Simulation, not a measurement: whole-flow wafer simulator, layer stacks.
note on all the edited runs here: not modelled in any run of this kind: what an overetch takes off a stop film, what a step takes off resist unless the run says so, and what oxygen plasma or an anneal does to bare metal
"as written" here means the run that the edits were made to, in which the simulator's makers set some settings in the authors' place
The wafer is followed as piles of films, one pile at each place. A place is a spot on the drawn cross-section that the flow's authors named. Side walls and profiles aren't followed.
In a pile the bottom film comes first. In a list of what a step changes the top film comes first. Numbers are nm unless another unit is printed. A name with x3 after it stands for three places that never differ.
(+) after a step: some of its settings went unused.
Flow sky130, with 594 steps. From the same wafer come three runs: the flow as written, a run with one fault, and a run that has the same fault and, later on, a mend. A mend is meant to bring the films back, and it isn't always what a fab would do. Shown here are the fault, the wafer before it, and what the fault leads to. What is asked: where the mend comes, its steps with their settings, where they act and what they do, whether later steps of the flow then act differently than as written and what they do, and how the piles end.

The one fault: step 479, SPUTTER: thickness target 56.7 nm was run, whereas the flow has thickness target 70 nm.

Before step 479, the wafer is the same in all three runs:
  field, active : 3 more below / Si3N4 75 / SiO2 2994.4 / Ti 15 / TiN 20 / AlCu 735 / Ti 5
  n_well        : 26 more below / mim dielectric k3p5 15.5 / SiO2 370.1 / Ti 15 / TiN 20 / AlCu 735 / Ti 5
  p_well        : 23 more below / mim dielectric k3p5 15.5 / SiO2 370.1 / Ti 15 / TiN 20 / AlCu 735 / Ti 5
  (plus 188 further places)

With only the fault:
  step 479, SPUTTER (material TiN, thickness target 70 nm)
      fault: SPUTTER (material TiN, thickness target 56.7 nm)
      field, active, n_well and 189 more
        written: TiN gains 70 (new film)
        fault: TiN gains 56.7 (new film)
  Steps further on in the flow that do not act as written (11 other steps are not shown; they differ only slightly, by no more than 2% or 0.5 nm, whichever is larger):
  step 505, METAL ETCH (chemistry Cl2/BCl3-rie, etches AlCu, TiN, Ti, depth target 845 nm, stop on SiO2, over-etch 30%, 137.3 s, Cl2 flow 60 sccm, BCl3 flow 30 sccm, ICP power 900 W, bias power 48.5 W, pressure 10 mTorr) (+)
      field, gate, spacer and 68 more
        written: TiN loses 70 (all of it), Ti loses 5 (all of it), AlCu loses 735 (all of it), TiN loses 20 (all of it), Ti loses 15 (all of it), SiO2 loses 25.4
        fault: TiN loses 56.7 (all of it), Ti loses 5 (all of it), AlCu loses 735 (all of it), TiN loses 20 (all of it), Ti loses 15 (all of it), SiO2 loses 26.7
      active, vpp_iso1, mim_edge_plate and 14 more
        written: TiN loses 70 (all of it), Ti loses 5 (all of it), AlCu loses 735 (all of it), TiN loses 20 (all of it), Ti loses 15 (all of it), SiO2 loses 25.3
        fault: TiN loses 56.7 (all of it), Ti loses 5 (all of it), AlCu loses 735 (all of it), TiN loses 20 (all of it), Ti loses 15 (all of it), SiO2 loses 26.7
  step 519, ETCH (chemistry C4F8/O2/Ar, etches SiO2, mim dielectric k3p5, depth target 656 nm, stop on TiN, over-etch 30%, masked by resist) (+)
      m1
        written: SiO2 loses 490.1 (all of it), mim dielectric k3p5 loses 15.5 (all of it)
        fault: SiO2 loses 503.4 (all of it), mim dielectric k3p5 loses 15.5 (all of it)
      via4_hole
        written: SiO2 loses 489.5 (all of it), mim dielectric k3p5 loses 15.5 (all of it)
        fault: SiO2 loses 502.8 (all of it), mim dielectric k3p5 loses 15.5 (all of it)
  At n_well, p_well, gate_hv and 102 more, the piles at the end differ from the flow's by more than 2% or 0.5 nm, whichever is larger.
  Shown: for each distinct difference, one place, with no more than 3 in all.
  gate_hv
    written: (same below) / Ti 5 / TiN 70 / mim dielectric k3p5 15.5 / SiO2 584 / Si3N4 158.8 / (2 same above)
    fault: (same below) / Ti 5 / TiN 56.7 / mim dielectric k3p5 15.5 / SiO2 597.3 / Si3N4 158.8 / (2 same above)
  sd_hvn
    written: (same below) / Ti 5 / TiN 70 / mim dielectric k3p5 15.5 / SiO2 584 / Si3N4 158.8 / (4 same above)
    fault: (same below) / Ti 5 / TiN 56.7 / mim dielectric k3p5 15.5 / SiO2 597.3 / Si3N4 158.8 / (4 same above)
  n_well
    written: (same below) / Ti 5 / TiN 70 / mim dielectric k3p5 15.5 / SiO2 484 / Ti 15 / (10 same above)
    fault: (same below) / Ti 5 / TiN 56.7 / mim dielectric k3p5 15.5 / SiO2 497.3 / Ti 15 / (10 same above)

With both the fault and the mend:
  The mend follows step 479.
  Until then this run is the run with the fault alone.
  step 479a, SPUTTER (material TiN, thickness target 13.3 nm) (the flow's step 479 again, with other settings)
      field, active, n_well and 189 more
        TiN gains 13.3
  None of the later steps of the flow acts differently than as written at any place that is followed.
  By the end, the piles equal the flow's at every place that both follow.
